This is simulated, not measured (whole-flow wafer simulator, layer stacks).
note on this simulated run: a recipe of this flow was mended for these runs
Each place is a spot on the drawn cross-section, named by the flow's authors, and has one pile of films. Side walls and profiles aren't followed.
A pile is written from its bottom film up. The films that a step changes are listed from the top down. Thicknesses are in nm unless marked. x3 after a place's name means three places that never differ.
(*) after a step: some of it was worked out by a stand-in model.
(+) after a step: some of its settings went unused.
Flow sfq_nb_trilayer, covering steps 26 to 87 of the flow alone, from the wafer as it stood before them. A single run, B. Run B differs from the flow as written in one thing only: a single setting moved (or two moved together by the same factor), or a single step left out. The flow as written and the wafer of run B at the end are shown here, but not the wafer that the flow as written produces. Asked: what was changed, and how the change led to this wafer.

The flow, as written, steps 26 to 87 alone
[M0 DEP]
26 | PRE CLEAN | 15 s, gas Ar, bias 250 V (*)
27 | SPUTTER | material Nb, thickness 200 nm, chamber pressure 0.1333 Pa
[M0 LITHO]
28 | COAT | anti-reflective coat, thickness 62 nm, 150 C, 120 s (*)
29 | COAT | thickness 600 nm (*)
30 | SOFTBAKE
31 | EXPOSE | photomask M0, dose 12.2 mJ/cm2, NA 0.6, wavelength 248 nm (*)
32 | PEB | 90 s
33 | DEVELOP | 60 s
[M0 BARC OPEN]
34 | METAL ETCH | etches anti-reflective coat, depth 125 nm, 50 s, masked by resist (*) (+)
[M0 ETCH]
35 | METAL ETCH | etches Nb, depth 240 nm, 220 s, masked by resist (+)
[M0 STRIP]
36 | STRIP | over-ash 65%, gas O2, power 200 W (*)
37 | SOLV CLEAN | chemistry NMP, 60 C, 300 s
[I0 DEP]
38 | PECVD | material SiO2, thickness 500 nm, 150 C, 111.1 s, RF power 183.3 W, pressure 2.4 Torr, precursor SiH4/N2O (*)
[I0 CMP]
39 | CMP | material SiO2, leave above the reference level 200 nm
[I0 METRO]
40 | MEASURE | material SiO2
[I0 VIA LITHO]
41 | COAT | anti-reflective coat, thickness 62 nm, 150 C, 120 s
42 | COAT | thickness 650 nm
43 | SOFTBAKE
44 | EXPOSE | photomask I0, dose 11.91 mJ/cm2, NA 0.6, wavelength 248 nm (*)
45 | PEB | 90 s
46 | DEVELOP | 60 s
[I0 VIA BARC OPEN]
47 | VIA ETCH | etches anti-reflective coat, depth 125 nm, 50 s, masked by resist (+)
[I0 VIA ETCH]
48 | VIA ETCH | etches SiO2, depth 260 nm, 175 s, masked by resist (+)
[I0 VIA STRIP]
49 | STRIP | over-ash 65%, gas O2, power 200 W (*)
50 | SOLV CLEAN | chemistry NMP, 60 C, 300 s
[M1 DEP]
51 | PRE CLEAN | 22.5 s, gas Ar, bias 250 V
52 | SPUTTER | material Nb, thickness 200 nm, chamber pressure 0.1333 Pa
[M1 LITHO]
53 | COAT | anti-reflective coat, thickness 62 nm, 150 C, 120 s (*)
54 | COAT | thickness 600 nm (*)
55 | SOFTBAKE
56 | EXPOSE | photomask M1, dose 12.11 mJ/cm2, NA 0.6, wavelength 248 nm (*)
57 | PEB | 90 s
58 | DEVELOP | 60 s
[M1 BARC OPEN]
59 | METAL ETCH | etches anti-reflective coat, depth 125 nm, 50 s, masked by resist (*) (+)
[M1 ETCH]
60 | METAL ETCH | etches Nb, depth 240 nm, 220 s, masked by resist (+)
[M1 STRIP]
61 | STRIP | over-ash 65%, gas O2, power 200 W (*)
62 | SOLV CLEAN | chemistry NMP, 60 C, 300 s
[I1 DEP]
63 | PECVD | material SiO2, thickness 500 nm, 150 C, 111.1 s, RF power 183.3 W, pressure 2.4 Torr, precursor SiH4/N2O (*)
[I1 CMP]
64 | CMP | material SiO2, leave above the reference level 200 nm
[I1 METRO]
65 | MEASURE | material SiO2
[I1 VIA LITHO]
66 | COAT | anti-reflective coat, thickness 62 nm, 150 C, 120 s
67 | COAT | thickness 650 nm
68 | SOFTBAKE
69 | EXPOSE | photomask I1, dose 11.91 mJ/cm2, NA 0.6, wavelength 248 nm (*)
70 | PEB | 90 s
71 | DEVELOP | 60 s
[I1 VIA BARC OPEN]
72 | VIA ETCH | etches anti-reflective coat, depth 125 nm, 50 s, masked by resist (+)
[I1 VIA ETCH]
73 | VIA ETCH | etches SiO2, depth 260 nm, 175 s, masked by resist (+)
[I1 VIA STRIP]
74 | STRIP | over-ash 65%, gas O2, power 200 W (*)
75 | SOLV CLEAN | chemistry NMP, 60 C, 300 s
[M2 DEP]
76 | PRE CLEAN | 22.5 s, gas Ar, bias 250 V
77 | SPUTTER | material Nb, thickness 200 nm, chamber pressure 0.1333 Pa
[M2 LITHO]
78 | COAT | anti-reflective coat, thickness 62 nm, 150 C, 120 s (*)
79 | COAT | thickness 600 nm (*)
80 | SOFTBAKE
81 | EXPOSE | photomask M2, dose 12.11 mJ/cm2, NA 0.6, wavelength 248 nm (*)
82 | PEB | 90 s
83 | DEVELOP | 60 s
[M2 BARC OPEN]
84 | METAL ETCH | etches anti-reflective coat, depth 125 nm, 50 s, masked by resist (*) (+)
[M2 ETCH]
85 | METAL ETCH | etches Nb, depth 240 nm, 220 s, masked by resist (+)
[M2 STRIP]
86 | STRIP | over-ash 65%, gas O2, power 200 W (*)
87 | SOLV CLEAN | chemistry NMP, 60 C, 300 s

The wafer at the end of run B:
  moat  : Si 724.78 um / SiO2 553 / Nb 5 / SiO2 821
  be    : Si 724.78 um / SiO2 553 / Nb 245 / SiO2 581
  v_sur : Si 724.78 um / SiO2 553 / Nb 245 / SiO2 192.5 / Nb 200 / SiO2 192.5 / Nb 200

The reason: step 27, SPUTTER: thickness 245 nm was run, whereas the flow has thickness 200 nm.
One can read it off the wafer: be has Nb 245, and step 27 as written asks for 200 nm.

Step by step, how the change led to this:
  27 | SPUTTER | material Nb, thickness 200 nm, chamber pressure 0.1333 Pa
      field_l, v_sur, via_wl and 102 more: Nb gains 245 (new film) (in the flow as written it would be: Nb gains 200 (new film))
      l0v: Nb gains 240.4 (new film) (in the flow as written it would be: Nb gains 195.4 (new film))
  28 | COAT | anti-reflective coat, thickness 62 nm, 150 C, 120 s (*)
      l0_sur: anti-reflective coat gains 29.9 (new film) (in the flow as written it would be: anti-reflective coat gains 29.3 (new film))
  35 | METAL ETCH | etches Nb, depth 240 nm, 220 s, masked by resist (+)
      moat, m0r_space_l x2: Nb loses 240 (in the flow as written it would be: Nb loses 200 (all of it), SiO2 loses 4)
  36 | STRIP | over-ash 65%, gas O2, power 200 W (*)
      l0_sur: KrF-resist-other-grade loses 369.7 (all of it), anti-reflective coat loses 29.9 (all of it) (in the flow as written it would be: KrF-resist-other-grade loses 370 (all of it), anti-reflective coat loses 29.3 (all of it))
  38 | PECVD | material SiO2, thickness 500 nm, 150 C, 111.1 s, RF power 183.3 W, pressure 2.4 Torr, precursor SiH4/N2O (*)
      moat, m0r_space_l x2: SiO2 gains 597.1 (new film) (in the flow as written it would be: SiO2 gains 561.1)
Taking metal films that touch as one body, moat has 1 body; the flow as written gives 0 bodies.
